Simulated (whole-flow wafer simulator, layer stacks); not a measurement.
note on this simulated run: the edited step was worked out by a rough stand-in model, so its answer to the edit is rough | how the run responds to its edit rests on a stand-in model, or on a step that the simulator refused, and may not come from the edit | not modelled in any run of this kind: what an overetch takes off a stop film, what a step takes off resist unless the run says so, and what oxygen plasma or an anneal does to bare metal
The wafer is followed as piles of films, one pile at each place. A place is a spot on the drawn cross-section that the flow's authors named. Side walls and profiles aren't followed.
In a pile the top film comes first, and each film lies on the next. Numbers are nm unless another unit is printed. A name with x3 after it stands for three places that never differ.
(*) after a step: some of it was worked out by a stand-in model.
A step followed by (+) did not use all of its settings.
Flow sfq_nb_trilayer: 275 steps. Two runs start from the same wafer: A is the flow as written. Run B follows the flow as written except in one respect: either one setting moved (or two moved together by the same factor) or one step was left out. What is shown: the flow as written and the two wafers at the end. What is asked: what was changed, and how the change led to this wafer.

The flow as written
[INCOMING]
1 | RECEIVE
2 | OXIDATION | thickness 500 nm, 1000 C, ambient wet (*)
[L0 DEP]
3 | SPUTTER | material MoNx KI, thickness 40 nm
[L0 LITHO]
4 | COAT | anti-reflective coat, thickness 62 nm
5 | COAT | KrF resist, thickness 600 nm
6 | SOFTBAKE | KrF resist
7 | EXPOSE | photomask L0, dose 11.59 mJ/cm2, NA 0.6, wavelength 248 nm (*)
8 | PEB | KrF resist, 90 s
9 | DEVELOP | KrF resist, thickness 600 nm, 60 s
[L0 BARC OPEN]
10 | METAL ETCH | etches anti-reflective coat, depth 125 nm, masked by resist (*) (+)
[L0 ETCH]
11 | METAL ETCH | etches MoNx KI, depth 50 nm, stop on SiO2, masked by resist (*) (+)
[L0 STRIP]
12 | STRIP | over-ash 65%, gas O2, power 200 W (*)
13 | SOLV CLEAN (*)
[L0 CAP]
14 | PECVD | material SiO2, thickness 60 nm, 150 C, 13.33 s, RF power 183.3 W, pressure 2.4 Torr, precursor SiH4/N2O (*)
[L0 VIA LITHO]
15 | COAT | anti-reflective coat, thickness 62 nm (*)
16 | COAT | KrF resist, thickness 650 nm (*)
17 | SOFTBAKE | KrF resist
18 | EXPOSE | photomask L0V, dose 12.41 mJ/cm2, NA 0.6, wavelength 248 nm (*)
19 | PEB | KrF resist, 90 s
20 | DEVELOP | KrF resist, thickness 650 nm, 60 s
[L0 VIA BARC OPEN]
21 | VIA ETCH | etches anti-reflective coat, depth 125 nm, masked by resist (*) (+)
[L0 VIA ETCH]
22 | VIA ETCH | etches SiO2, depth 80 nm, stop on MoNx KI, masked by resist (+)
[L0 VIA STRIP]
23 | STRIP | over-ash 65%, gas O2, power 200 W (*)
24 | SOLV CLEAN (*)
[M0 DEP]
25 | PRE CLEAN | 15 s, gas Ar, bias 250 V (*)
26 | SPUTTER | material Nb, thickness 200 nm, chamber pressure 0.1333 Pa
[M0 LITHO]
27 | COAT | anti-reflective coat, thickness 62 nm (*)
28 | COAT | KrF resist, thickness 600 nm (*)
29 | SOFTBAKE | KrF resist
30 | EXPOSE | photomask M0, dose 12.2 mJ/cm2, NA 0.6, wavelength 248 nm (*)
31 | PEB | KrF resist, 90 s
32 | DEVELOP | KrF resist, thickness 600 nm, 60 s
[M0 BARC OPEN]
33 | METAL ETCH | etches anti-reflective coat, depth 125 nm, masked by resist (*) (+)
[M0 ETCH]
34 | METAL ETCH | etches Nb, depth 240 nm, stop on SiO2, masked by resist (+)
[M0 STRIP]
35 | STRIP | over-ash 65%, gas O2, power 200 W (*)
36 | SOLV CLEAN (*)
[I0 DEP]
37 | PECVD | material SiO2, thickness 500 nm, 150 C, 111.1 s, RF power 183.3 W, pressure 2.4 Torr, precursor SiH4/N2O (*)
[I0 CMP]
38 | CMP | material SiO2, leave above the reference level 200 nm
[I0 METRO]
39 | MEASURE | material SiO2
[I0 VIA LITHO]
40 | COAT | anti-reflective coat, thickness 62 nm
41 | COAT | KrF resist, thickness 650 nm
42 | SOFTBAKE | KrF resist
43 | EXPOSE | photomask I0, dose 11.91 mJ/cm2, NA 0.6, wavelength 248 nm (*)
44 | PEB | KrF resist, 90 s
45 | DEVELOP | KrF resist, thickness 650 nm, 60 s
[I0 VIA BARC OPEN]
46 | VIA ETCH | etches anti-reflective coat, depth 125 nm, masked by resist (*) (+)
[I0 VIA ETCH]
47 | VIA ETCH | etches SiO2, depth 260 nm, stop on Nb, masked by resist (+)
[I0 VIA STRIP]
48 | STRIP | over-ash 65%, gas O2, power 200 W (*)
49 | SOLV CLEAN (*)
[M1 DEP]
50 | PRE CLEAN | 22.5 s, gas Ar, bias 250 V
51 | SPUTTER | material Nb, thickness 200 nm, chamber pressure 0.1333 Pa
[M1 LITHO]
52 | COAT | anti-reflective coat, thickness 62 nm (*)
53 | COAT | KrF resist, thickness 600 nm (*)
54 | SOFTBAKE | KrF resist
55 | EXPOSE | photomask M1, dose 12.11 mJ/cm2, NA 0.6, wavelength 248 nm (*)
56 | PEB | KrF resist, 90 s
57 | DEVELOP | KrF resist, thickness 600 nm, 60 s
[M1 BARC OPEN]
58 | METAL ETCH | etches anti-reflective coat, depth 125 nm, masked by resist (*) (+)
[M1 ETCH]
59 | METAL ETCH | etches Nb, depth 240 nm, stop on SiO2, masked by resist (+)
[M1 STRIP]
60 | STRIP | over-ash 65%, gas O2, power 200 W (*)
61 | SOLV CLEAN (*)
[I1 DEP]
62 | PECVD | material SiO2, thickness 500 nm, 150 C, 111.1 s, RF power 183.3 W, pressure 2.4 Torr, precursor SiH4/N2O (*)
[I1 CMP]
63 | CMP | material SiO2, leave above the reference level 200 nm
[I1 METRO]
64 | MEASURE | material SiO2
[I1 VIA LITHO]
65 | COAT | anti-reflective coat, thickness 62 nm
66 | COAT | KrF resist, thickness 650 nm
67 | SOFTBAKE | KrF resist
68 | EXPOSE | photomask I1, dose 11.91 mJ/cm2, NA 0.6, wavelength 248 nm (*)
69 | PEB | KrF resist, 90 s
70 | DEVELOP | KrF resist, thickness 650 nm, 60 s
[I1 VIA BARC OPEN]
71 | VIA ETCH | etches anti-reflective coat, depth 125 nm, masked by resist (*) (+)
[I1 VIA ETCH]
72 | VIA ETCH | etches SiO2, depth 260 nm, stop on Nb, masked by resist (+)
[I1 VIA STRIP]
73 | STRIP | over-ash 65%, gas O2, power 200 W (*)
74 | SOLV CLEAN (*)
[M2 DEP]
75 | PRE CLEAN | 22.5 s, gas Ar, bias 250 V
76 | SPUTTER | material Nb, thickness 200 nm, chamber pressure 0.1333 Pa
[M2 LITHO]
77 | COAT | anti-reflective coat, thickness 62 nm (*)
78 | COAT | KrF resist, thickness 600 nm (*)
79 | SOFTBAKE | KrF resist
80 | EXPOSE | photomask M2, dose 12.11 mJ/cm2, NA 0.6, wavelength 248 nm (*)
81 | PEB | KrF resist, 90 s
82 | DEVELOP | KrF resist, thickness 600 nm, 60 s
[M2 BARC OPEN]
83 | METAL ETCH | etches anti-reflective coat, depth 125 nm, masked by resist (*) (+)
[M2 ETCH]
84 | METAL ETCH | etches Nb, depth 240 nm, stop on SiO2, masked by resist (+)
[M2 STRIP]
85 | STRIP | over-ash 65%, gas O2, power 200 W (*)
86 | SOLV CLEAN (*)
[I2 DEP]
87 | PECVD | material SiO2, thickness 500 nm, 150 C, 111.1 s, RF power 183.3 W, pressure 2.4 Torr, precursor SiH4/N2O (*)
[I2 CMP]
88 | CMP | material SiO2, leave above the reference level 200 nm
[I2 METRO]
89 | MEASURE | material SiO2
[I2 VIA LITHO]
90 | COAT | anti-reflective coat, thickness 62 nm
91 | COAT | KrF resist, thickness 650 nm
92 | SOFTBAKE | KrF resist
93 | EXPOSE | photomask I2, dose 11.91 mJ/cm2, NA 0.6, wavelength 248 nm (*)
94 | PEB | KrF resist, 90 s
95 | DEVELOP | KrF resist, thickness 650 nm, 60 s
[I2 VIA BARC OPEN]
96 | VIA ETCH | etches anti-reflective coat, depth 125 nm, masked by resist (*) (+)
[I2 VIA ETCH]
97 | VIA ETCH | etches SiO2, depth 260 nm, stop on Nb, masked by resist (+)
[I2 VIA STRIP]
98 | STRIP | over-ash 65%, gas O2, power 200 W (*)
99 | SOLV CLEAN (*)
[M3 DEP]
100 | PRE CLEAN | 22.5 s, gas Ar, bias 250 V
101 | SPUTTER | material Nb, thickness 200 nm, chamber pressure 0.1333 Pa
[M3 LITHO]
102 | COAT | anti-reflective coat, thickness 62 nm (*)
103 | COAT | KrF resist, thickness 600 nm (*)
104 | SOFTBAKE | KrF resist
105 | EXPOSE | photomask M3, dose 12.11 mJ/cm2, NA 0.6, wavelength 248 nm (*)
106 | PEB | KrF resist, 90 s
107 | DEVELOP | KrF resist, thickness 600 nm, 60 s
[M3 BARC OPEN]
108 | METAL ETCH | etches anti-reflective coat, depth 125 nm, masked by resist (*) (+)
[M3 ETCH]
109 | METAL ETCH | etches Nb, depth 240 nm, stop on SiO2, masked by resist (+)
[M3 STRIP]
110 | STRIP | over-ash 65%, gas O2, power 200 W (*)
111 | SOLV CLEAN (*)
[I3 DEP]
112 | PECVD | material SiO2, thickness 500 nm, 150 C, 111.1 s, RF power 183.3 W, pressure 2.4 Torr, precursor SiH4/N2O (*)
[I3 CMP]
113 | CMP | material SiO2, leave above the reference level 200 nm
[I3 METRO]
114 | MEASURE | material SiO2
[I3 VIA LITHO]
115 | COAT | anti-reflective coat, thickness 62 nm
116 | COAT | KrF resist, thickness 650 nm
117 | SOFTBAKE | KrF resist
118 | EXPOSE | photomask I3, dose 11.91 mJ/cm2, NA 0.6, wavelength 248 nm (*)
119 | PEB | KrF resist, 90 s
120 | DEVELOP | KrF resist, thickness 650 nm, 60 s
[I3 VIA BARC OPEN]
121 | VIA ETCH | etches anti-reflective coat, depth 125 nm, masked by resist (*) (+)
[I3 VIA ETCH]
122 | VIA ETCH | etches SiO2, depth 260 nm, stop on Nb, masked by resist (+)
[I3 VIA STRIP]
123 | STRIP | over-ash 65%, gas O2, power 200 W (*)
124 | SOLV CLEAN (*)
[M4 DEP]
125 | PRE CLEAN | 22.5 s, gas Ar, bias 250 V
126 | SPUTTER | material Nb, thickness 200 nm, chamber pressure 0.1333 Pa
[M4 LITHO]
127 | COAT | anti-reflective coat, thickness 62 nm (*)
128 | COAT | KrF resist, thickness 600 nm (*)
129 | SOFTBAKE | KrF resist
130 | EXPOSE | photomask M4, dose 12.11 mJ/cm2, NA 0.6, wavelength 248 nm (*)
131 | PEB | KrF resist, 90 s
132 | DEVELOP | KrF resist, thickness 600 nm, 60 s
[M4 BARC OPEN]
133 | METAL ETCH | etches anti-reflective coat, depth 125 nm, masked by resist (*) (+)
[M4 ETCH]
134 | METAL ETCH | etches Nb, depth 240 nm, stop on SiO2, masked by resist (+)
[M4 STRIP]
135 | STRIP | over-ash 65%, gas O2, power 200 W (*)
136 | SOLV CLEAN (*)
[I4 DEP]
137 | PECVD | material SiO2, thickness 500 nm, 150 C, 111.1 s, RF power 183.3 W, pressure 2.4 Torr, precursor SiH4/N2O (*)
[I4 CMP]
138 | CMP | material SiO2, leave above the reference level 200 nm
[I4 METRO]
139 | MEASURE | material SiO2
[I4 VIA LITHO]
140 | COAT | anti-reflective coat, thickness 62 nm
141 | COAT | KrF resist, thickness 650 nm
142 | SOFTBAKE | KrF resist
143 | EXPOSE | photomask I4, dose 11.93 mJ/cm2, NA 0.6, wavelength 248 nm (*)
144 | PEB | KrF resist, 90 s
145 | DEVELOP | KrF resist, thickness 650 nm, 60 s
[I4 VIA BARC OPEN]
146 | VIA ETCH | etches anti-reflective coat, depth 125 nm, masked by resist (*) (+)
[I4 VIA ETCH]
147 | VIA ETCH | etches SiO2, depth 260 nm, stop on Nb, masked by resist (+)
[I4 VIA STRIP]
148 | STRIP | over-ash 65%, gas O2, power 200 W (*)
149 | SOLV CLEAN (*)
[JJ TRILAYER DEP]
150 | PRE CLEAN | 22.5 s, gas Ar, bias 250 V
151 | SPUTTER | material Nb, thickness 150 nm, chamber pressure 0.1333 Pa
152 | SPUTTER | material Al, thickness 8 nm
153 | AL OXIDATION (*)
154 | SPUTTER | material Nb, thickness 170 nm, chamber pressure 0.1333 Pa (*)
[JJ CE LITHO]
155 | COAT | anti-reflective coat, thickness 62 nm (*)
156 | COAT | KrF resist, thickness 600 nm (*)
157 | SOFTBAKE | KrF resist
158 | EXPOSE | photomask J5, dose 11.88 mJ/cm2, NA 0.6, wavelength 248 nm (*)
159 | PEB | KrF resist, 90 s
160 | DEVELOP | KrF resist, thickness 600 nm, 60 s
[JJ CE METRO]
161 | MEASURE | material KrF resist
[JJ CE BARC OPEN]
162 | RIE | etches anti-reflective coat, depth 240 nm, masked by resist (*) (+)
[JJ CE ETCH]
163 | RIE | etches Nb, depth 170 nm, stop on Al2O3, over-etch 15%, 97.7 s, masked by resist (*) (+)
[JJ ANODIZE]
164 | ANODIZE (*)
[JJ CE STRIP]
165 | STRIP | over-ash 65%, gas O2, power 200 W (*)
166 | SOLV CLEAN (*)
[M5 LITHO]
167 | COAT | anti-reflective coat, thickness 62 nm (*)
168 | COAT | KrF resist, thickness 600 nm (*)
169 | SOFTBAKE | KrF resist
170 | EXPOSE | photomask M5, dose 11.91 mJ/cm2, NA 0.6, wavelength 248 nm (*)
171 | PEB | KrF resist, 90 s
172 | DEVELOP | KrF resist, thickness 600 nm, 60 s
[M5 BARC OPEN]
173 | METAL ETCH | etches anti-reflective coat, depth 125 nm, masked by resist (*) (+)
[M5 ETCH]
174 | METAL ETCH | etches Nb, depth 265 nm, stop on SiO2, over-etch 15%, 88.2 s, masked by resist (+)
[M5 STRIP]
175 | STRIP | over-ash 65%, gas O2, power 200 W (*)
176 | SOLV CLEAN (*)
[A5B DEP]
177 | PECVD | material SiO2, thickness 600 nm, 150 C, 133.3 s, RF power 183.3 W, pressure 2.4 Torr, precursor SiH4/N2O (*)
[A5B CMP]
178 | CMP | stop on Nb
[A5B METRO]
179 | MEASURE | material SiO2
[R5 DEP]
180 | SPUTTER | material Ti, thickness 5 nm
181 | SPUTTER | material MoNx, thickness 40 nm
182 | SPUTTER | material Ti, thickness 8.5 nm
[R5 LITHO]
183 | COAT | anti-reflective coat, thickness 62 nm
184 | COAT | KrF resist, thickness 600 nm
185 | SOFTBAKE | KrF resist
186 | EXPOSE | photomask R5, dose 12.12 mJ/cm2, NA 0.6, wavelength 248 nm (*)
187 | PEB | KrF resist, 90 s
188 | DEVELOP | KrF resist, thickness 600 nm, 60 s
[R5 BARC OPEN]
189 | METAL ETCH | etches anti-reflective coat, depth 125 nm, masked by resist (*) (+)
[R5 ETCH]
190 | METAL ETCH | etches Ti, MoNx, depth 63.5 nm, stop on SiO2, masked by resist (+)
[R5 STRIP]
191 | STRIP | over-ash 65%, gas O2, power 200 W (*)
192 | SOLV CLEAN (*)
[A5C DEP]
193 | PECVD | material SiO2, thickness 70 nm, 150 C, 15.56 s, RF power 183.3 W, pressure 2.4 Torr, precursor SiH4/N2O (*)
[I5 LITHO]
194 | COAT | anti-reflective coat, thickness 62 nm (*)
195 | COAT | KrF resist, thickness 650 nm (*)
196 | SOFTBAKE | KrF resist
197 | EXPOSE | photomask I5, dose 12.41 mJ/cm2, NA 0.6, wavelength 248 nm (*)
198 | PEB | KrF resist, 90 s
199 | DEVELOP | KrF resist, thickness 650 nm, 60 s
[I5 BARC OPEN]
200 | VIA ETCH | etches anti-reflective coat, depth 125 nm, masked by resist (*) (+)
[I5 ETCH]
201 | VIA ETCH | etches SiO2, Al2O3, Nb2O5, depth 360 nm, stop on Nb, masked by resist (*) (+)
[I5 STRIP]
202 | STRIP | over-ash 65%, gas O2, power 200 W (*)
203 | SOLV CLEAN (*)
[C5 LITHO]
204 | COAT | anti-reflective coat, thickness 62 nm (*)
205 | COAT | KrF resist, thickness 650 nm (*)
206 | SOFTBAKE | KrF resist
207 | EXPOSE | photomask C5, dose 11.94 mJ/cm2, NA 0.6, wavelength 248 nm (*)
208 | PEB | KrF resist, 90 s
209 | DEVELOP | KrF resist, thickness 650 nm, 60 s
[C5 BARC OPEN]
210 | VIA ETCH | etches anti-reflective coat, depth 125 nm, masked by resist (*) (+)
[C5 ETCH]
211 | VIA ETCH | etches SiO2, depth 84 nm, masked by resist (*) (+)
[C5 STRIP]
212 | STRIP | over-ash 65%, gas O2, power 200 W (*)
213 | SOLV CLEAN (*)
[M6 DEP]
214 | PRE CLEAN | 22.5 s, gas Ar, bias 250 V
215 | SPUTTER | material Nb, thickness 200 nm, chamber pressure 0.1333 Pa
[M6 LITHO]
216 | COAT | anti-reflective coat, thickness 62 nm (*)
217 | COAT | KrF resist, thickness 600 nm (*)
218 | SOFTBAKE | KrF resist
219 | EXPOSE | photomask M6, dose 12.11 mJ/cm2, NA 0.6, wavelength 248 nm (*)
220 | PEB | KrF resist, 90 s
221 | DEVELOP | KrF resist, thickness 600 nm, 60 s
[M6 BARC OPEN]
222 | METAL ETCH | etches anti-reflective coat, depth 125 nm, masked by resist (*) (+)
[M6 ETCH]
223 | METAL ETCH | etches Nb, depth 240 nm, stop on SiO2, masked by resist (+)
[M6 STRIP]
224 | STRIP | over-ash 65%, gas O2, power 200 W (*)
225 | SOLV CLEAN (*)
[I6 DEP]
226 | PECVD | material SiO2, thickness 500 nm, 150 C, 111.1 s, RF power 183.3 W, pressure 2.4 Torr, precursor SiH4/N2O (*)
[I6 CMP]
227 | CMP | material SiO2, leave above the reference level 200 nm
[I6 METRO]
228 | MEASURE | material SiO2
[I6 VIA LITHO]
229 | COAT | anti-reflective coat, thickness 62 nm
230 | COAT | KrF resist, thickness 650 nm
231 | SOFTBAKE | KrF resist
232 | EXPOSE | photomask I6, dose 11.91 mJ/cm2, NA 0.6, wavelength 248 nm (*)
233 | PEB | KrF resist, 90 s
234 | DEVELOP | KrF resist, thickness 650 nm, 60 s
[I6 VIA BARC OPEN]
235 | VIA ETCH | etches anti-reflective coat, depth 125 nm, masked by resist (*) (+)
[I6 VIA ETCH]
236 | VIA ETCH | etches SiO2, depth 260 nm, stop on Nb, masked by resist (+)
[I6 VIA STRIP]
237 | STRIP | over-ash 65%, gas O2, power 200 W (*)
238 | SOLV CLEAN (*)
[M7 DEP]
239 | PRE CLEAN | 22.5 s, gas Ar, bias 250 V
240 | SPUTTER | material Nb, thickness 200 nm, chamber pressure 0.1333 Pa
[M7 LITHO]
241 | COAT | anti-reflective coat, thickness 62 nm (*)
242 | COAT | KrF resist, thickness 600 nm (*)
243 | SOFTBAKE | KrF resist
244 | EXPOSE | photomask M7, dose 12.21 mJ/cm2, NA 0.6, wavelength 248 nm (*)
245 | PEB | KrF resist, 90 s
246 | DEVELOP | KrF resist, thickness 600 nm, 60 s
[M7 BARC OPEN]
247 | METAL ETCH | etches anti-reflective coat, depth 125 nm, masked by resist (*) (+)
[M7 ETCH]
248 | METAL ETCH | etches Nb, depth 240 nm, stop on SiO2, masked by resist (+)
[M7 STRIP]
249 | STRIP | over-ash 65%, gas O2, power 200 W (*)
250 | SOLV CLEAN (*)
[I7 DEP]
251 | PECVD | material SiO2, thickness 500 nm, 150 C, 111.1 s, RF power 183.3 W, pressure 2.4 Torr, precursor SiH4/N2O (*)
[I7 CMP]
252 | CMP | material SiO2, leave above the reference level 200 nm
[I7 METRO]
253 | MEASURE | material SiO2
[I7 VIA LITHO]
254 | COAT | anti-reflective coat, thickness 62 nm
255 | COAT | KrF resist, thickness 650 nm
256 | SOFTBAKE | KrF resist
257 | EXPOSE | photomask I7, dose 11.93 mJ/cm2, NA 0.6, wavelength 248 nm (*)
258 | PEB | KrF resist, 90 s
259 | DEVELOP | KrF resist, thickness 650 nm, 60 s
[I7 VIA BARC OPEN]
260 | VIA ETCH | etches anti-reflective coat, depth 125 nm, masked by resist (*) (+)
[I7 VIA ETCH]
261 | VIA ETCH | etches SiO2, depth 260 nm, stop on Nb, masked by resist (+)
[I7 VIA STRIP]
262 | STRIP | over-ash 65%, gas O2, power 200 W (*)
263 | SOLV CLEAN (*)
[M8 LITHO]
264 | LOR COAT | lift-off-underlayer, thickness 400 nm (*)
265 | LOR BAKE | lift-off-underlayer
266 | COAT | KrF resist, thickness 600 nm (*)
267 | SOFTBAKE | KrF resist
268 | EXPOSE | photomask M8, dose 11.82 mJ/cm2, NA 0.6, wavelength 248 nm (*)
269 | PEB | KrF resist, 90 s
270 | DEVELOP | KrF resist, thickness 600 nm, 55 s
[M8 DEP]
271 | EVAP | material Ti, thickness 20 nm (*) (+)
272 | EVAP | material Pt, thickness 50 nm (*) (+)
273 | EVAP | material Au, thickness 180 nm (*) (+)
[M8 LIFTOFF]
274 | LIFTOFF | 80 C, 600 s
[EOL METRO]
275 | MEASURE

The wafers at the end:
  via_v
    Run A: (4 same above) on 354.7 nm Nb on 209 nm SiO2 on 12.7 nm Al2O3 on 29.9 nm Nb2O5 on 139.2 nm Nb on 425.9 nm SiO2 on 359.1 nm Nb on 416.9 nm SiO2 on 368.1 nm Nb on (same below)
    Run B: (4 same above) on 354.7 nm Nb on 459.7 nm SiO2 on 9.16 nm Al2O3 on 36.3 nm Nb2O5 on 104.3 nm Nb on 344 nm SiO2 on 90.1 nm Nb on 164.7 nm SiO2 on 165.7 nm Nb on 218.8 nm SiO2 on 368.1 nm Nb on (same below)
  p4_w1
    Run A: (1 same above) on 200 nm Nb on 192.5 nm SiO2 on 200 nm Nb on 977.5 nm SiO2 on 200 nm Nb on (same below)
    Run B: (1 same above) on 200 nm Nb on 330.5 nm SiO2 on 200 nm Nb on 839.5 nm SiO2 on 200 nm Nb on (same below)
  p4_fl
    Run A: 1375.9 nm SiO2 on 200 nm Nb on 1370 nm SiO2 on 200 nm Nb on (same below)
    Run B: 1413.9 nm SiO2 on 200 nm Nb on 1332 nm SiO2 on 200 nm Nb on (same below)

The reason: step 87, PECVD: thickness 262 nm was run, while the flow as written has thickness 500 nm; step 87, PECVD: 58.33 s was run, where the flow has 111.1 s.

Step by step, how the change led to this:
  87 | PECVD | material SiO2, thickness 500 nm, 150 C, 111.1 s, RF power 183.3 W, pressure 2.4 Torr, precursor SiH4/N2O (*)
      field_l, be, be_sur and 81 more: A SiO2 gains 500 | B SiO2 gains 262
      v_sur, via_wl, via_w and 18 more: A SiO2 gains 500 (new film) | B SiO2 gains 262 (new film)
      (also at 1 further place)
  88 | CMP | material SiO2, leave above the reference level 200 nm
      field_l, be, be_sur and 81 more: A SiO2 loses 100 | B nothing
      via_v: A SiO2 loses 181.6 | B nothing
      (also at 21 further places)
  90 | COAT | anti-reflective coat, thickness 62 nm
      gap, p3_l3, p3_s3, p3_l4, p3_s4: A anti-reflective coat gains 62 (new film) | B anti-reflective coat gains 63.6 (new film)
      p3_s1, p3_l2, p3_s5, p3_l6: A anti-reflective coat gains 62 (new film) | B anti-reflective coat gains 63.8 (new film)
      (also at 69 further places)
  91 | COAT | KrF resist, thickness 650 nm
      m0r_line_l, m6r_line_l, m7r_line_l: A KrF resist gains 650 (new film) | B KrF resist gains 677.6 (new film)
      m0r_space_l, m6r_space_l, m7r_space_l: A KrF resist gains 650 (new film) | B KrF resist gains 667 (new film)
      (also at 57 further places)
  95 | DEVELOP | KrF resist, thickness 650 nm, 60 s
      via_w: A KrF resist loses 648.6 (all of it) | B KrF resist loses 599.8 (all of it)
  96 | VIA ETCH | etches anti-reflective coat, depth 125 nm, masked by resist (*) (+)
      field_l, v_sur, via_wl and 102 more: A KrF resist loses 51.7 | B KrF resist loses 42.5
      via_w: A anti-reflective coat loses 62 (all of it), SiO2 loses 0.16 | B anti-reflective coat loses 51 (all of it), SiO2 loses 0.13
  98 | STRIP | over-ash 65%, gas O2, power 200 W (*)
      m0r_line_l, m6r_line_l, m7r_line_l: A KrF resist loses 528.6 (all of it), anti-reflective coat loses 62 (all of it) | B KrF resist loses 565.3 (all of it), anti-reflective coat loses 62.5 (all of it)
      m0r_space_l, m6r_space_l, m7r_space_l: A KrF resist loses 528.6 (all of it), anti-reflective coat loses 62 (all of it) | B KrF resist loses 554.7 (all of it), anti-reflective coat loses 79.6 (all of it)
      (also at 96 further places)
  101 | SPUTTER | material Nb, thickness 200 nm, chamber pressure 0.1333 Pa
      via_v: A Nb gains 200 (new film) | B Nb gains 165.7 (new film)
  102 | COAT | anti-reflective coat, thickness 62 nm (*)
      m0r_space_l, m0r_space_r, m6r_space_l, m6r_space_r, m7r_space_l, m7r_space_r: A anti-reflective coat gains 62 (new film) | B anti-reflective coat gains 76.5 (new film)
      p3_l3, p3_s3, p3_l4, p3_s4, p3_l5: A anti-reflective coat gains 62 (new film) | B anti-reflective coat gains 63.5 (new film)
      (also at 67 further places)
  103 | COAT | KrF resist, thickness 600 nm (*)
      m0r_line_l, m0r_line_r, m6r_line_l, m6r_line_r, m7r_line_l, m7r_line_r: A KrF resist gains 600 (new film) | B KrF resist gains 624.5 (new film)
      m0r_space_l, m0r_space_r, m6r_space_l, m6r_space_r, m7r_space_l, m7r_space_r: A KrF resist gains 600 (new film) | B KrF resist gains 618 (new film)
      (also at 52 further places)
  107 | DEVELOP | KrF resist, thickness 600 nm, 60 s
      m0r_line_l, m0r_line_r, m6r_line_l, m6r_line_r, m7r_line_l, m7r_line_r: A KrF resist loses 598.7 (all of it) | B KrF resist loses 623.2 (all of it)
      m0r_space_l, m0r_space_r, m6r_space_l, m6r_space_r, m7r_space_l, m7r_space_r: A KrF resist loses 598.7 (all of it) | B KrF resist loses 616.8 (all of it)
      (also at 29 further places)
  108 | METAL ETCH | etches anti-reflective coat, depth 125 nm, masked by resist (*) (+)
      m5r_linepad_l, m5r_linepad_r, r5r_spacepad_l, r5r_spacepad_r: A anti-reflective coat loses 62 (all of it) | B anti-reflective coat loses 125
      v_sur, via_wl, via_w and 28 more: A KrF resist loses 51.7 | B KrF resist loses 69.4
      (also at 47 further places)
  109 | METAL ETCH | etches Nb, depth 240 nm, stop on SiO2, masked by resist (+)
      m5r_linepad_l, m5r_linepad_r: A Nb loses 200 (all of it) | B anti-reflective coat loses 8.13 (all of it), Nb loses 200 (all of it)
      r5r_spacepad_l, r5r_spacepad_r: A Nb loses 200 (all of it) | B anti-reflective coat loses 9.07 (all of it), Nb loses 200 (all of it)
  110 | STRIP | over-ash 65%, gas O2, power 200 W (*)
      p3_l3, p3_l5: A KrF resist loses 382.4 (all of it), anti-reflective coat loses 62 (all of it) | B KrF resist loses 369.1 (all of it), anti-reflective coat loses 63.5 (all of it)
      v_sur: A KrF resist loses 365.3 (all of it), anti-reflective coat loses 61.1 (all of it) | B KrF resist loses 290.7 (all of it), anti-reflective coat loses 41.6 (all of it)
      (also at 27 further places)
  112 | PECVD | material SiO2, thickness 500 nm, 150 C, 111.1 s, RF power 183.3 W, pressure 2.4 Torr, precursor SiH4/N2O (*)
      via_v: A SiO2 gains 500 (new film) | B SiO2 gains 589.5 (new film)
  113 | CMP | material SiO2, leave above the reference level 200 nm
      field_l, be, be_sur and 64 more: A SiO2 loses 100 | B nothing
      p4_w1, p4_w2, p4_w3 and 6 more: A SiO2 loses 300 | B SiO2 loses 162
      (also at 9 further places)
  ... 31 other steps ...
  178 | CMP | stop on Nb
      via_v: A SiO2 loses 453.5 | B SiO2 loses 340.8
If metal films that touch count as one body, via_v has 7 bodies (between them, from the top down: SiO2 437.8; SiO2 459.7 / Al2O3 9.16 / Nb2O5 36.3; SiO2 344; SiO2 164.7; SiO2 218.8; SiO2 192.5); the flow as written gives 6 bodies (between them, from the top down: SiO2 437.8; SiO2 209 / Al2O3 12.7 / Nb2O5 29.9; SiO2 425.9; SiO2 416.9; SiO2 192.5).
